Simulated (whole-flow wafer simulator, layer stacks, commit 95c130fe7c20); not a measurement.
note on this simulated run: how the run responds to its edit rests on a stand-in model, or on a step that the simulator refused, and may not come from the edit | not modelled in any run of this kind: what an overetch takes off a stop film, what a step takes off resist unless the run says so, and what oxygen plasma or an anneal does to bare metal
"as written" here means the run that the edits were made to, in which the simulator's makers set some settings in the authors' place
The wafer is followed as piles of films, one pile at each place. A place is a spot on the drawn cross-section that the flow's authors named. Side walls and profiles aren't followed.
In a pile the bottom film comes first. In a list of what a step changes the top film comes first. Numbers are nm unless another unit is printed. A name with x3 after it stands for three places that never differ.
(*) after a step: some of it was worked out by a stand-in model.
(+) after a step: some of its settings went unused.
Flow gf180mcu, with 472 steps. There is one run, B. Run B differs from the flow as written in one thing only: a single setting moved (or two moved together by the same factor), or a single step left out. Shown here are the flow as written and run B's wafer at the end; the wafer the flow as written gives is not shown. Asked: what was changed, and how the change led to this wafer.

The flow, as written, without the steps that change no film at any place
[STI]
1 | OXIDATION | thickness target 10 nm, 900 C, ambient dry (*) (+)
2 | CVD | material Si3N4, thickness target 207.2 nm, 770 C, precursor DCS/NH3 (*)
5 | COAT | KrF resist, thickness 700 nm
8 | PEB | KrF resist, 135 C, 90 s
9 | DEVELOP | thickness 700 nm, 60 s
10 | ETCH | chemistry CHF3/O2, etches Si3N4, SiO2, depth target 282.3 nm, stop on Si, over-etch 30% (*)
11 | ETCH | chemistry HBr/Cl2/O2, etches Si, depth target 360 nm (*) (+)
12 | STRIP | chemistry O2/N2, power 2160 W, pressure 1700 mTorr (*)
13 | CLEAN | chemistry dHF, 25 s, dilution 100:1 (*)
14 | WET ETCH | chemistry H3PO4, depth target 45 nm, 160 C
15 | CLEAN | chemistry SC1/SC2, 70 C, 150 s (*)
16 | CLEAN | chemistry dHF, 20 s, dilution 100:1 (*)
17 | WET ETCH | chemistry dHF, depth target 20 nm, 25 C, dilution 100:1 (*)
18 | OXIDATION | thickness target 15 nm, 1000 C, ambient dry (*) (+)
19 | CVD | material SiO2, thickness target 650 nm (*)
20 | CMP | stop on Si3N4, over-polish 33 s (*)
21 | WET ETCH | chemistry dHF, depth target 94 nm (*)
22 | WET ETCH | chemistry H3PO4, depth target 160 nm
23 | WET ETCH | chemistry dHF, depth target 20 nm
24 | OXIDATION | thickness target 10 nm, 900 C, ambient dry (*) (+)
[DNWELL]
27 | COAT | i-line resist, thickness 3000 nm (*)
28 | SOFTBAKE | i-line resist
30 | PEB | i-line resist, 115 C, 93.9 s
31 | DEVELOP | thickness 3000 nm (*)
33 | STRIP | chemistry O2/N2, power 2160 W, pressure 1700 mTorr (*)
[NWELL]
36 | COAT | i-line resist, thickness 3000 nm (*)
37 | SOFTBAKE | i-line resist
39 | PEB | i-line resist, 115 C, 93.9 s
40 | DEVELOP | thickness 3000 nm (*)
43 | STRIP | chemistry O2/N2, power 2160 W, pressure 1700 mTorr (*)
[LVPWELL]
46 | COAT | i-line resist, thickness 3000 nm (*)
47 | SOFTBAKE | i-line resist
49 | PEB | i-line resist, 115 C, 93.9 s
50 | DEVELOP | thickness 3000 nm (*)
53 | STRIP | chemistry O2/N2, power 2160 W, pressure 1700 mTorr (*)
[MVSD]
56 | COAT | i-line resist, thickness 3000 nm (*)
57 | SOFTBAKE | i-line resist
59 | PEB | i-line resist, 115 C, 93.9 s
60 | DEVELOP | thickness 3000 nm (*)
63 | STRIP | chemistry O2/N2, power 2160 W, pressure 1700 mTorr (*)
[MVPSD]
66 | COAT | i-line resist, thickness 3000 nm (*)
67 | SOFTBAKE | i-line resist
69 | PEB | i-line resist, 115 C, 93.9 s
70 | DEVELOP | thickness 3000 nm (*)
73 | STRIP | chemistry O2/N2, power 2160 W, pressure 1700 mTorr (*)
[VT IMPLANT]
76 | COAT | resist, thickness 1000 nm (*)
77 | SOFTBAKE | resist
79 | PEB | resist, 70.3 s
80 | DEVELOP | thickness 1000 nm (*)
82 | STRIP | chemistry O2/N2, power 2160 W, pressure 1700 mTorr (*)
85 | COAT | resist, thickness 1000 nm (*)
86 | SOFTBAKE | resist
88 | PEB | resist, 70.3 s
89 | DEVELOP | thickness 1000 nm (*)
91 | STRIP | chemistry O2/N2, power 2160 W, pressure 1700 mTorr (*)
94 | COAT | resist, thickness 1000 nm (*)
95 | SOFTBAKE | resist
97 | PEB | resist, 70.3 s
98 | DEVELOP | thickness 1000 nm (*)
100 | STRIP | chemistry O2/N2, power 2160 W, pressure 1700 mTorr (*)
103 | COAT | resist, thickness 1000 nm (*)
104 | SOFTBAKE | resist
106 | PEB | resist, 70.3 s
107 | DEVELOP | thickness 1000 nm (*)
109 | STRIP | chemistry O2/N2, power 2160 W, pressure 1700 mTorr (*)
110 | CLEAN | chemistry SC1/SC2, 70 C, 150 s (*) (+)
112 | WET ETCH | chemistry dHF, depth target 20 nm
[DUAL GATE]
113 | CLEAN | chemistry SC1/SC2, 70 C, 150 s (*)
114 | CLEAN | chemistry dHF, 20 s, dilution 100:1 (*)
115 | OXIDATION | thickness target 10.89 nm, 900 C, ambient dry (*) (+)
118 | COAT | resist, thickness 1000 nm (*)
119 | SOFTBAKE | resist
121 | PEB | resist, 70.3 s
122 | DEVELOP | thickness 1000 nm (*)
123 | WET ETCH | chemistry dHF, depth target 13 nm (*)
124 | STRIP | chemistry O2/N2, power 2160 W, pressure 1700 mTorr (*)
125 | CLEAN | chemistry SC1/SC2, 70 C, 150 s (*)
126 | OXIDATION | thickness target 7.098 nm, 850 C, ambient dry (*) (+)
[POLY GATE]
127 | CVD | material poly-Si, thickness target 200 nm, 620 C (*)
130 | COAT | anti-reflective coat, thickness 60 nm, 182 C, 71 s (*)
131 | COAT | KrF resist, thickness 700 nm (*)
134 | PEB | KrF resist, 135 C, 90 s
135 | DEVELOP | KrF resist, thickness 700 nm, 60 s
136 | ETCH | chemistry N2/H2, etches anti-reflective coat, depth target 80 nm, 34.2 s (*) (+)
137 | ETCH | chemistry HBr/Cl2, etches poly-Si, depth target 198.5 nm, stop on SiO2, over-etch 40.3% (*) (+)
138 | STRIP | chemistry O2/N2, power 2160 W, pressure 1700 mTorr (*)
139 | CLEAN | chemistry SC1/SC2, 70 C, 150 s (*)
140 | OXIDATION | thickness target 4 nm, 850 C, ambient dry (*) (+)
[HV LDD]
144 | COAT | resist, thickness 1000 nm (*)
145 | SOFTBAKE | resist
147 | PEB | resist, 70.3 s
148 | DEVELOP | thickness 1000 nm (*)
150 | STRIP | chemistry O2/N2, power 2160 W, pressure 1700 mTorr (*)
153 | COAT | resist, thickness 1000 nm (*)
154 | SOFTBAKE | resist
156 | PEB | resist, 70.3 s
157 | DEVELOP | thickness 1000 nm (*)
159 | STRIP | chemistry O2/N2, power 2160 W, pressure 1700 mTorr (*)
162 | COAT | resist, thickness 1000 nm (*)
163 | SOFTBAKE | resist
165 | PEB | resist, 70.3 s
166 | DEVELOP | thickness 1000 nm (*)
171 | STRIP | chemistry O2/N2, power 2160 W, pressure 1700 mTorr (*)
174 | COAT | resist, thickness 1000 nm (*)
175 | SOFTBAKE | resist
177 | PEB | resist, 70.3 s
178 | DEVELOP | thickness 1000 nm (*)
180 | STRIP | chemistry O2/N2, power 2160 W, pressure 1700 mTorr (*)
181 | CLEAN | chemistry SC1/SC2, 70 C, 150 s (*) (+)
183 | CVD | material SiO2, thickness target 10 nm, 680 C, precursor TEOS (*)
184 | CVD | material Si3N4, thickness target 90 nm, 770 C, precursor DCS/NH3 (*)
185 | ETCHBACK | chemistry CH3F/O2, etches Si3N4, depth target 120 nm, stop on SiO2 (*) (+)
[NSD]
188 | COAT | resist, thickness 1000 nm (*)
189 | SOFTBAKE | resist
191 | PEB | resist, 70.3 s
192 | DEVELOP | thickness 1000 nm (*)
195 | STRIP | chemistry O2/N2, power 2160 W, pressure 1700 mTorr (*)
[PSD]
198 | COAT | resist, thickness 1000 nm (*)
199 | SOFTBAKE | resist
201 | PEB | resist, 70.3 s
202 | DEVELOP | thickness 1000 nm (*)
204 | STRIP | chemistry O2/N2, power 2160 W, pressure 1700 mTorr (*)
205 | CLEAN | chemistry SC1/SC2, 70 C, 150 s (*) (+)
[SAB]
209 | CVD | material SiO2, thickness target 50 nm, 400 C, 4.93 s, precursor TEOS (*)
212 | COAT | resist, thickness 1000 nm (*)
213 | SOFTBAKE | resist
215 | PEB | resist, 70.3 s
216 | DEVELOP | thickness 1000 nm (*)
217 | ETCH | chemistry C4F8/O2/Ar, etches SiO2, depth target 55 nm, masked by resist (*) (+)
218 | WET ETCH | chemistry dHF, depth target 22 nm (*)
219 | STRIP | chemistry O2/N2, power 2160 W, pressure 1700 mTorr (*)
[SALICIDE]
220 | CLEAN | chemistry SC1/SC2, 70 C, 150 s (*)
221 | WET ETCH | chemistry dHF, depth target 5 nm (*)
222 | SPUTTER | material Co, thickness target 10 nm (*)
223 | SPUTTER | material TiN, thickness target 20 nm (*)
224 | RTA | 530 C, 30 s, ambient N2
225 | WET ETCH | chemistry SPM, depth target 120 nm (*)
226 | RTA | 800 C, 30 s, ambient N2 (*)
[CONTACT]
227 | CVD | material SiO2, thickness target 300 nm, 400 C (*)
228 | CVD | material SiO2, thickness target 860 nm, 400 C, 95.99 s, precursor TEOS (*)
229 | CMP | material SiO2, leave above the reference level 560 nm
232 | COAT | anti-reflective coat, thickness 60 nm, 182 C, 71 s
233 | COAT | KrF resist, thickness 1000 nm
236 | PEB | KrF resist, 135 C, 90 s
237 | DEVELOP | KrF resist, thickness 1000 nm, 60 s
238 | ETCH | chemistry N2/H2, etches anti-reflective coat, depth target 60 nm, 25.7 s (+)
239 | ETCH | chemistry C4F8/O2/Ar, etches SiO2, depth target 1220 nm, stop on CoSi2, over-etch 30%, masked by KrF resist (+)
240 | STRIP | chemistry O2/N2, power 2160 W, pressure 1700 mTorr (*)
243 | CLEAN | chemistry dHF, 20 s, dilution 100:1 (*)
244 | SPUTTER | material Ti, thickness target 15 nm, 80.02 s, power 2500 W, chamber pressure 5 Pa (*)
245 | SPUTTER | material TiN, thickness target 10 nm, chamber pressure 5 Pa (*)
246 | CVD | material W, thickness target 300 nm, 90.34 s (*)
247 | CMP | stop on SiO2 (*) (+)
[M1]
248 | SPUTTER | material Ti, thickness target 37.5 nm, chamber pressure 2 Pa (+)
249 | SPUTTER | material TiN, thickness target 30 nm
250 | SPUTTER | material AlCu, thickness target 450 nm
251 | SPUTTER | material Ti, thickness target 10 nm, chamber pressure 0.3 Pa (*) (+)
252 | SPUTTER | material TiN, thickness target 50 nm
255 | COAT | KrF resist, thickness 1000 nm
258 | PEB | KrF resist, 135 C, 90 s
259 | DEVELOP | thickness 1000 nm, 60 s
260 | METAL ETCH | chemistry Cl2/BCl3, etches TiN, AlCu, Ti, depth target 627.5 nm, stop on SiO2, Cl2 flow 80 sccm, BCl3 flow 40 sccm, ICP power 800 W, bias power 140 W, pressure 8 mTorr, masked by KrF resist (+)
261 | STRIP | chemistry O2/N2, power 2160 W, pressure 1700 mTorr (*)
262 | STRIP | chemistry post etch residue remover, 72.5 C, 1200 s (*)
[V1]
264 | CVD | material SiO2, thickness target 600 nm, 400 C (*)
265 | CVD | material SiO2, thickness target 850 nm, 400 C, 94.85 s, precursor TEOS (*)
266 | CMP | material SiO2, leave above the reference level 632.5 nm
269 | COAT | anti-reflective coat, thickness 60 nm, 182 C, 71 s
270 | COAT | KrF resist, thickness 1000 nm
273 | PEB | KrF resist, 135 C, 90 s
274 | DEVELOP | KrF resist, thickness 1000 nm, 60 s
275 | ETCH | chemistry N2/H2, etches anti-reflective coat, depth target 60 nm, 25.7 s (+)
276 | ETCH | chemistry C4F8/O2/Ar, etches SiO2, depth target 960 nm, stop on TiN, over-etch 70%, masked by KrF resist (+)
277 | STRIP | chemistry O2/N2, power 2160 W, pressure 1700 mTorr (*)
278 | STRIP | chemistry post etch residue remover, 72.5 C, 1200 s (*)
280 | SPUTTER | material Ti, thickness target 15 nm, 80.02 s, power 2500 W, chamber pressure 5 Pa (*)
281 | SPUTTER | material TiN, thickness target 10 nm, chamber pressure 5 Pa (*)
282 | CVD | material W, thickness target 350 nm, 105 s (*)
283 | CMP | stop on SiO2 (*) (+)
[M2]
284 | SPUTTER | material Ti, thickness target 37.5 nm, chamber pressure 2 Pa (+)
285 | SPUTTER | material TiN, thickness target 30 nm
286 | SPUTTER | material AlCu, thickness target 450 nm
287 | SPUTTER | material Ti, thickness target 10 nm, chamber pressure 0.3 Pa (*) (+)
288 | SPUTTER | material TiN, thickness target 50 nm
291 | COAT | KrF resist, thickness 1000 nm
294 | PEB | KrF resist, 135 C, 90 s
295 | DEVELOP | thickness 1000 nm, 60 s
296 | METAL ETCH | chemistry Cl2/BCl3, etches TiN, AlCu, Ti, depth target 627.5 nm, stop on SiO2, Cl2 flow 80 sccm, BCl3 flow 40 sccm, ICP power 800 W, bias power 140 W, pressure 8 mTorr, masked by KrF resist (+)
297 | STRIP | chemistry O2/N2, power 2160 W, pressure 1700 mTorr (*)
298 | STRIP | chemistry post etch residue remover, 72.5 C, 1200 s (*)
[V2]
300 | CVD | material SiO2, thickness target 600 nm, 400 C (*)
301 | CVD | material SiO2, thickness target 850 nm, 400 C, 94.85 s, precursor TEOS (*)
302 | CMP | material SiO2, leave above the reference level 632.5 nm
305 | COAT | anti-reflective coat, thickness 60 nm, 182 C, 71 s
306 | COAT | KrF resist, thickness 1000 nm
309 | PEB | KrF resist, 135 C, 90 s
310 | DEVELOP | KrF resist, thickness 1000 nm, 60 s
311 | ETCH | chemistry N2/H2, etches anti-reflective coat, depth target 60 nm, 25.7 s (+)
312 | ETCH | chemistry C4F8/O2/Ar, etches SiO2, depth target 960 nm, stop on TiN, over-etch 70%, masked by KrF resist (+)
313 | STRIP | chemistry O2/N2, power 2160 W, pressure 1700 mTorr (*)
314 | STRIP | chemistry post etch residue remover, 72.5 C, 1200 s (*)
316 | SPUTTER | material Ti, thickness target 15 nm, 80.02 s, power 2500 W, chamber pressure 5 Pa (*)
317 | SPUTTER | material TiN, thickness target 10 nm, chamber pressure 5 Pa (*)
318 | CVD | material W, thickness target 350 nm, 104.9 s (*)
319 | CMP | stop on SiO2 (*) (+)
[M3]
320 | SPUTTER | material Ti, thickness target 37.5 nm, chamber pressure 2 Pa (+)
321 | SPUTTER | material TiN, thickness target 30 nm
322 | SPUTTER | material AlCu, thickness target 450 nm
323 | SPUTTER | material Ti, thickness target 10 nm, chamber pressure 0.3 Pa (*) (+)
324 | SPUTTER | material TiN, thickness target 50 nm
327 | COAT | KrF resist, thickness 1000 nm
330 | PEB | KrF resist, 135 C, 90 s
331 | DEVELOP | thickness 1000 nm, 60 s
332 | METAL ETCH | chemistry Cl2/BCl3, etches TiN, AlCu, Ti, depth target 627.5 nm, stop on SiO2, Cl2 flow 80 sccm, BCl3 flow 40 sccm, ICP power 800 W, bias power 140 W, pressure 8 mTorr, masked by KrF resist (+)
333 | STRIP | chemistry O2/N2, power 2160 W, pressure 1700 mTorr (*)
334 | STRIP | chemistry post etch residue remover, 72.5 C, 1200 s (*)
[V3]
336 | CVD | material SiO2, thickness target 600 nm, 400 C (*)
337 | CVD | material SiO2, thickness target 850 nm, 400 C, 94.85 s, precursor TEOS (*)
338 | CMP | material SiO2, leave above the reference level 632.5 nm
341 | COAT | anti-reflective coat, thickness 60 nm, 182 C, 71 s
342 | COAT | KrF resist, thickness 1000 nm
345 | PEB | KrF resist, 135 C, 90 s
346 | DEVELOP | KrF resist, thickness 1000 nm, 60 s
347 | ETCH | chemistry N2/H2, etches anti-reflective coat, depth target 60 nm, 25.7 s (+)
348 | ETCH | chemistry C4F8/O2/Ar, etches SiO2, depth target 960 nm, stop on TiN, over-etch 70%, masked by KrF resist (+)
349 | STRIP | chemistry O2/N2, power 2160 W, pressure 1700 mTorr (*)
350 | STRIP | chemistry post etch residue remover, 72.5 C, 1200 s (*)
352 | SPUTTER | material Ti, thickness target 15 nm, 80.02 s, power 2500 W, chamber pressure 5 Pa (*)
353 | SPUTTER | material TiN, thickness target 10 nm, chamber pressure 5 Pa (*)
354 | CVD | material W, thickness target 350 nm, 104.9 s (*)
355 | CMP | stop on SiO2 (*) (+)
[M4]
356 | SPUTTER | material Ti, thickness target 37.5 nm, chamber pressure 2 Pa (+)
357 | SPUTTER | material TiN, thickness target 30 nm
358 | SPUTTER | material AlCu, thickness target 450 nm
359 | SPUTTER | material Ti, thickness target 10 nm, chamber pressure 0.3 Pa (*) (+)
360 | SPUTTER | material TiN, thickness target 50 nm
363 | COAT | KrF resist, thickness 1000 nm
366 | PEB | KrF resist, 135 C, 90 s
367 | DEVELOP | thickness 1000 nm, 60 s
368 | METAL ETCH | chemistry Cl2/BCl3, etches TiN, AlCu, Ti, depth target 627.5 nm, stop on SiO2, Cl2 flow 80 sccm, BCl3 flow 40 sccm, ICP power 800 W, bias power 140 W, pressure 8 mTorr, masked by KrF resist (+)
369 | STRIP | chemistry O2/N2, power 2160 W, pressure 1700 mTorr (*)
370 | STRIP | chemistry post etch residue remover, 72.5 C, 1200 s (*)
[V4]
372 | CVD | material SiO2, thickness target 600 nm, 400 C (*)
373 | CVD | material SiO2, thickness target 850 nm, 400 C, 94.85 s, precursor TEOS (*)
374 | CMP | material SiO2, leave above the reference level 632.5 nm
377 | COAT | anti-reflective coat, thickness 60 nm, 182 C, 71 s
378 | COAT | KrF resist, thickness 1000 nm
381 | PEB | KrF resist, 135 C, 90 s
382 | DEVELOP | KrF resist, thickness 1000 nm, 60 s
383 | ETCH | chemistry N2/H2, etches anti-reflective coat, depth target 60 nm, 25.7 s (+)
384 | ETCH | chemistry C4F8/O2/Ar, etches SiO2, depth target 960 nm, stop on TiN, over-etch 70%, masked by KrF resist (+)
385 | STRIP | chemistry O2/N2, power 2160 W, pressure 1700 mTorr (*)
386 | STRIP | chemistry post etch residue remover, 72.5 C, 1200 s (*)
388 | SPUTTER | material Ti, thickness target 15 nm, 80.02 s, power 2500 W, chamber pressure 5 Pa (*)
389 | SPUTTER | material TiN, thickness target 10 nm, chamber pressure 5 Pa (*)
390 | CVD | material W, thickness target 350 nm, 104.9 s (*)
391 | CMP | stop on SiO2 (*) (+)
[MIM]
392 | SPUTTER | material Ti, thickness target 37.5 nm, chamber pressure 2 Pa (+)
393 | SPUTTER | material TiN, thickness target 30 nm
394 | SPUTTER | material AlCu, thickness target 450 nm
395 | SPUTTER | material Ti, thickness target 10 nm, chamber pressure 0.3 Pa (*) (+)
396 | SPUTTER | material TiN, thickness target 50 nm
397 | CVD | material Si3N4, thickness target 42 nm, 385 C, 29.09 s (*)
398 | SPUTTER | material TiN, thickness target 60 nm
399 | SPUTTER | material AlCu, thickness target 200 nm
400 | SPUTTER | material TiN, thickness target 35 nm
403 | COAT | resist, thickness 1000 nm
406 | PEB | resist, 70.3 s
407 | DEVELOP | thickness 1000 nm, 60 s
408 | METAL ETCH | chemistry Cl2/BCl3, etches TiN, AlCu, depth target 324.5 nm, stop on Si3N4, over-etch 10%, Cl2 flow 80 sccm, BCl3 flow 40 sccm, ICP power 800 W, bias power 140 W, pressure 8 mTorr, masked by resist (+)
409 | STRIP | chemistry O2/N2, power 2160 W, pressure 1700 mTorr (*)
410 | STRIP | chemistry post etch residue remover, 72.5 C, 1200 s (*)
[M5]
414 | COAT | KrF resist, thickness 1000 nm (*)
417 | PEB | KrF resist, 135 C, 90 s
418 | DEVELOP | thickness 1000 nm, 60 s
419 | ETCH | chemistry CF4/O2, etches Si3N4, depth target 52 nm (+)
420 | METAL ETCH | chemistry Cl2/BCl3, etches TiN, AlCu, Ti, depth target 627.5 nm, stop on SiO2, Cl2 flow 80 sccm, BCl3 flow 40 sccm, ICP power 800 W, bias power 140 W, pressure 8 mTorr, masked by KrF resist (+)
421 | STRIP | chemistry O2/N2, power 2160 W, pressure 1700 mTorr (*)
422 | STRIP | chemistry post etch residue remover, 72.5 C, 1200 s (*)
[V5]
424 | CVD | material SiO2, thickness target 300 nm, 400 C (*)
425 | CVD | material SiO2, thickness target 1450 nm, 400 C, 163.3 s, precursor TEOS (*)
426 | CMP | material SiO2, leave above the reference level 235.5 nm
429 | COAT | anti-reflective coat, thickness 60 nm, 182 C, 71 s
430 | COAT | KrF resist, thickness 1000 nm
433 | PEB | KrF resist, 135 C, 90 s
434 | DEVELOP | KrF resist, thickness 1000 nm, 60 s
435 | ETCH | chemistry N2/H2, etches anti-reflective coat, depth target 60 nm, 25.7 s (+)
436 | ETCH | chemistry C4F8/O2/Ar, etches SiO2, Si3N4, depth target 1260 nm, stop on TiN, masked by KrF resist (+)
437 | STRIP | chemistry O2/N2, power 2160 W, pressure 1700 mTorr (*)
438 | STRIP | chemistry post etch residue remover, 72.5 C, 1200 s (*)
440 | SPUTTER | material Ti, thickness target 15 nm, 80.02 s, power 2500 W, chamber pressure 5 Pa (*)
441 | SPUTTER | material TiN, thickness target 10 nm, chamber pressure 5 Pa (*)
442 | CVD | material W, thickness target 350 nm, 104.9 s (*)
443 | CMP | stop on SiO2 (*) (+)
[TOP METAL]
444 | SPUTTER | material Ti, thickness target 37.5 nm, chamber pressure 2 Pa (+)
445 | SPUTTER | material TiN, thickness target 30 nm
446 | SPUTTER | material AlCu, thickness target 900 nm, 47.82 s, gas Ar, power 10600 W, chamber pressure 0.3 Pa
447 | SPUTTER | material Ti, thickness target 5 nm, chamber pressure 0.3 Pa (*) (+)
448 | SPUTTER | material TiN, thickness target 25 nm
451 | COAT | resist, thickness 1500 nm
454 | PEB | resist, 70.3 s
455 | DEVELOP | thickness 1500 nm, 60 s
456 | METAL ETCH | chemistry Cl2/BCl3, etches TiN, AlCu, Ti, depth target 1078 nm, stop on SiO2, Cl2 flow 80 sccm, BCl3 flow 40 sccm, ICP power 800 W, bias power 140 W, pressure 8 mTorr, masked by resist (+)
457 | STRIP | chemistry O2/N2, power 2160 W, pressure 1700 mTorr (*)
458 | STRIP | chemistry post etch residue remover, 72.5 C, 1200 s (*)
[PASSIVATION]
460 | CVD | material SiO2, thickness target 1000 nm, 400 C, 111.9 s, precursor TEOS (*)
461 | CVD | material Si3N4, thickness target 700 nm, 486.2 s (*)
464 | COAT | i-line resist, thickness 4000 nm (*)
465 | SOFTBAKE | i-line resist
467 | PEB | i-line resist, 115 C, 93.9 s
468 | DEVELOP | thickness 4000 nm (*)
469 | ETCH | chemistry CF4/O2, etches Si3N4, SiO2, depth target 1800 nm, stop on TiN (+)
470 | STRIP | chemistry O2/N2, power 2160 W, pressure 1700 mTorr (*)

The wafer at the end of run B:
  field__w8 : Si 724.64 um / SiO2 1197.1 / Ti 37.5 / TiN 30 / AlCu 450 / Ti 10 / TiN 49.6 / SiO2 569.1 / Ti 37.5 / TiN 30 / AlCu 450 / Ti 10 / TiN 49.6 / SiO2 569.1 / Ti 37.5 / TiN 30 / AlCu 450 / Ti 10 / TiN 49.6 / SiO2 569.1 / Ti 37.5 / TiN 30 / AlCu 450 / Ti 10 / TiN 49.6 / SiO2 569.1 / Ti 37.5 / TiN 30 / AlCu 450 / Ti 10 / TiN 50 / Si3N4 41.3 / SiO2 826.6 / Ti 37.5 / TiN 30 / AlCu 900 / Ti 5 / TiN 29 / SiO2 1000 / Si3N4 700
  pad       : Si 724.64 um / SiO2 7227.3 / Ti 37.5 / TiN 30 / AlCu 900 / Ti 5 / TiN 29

The reason: step 448, SPUTTER: thickness target 29.4 nm was run, though the flow has thickness target 25 nm.

How this came from the change, step by step:
  448 | SPUTTER | material TiN, thickness target 25 nm
      field, field__w1, field__w2 and 109 more: +29.4 TiN (new film) (it would be, as written: +25 TiN (new film))
  456 | METAL ETCH | chemistry Cl2/BCl3, etches TiN, AlCu, Ti, depth target 1078 nm, stop on SiO2, Cl2 flow 80 sccm, BCl3 flow 40 sccm, ICP power 800 W, bias power 140 W, pressure 8 mTorr, masked by resist (+)
      field, field__w1, field__w2 and 103 more: -29.4 TiN (all of it), -5 Ti (all of it), -900 AlCu (all of it), -30 TiN (all of it), -37.5 Ti (all of it) (it would be, as written: -25 TiN (all of it), -5 Ti (all of it), -900 AlCu (all of it), -30 TiN (all of it), -37.5 Ti (all of it))
  465 | SOFTBAKE | i-line resist
      gate: -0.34 i-line resist (it would be, as written: +1.79 i-line resist)
      ld_acc_p, ld_fp_p: +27 i-line resist (it would be, as written: +33.8 i-line resist)
      (also at 58 further places)
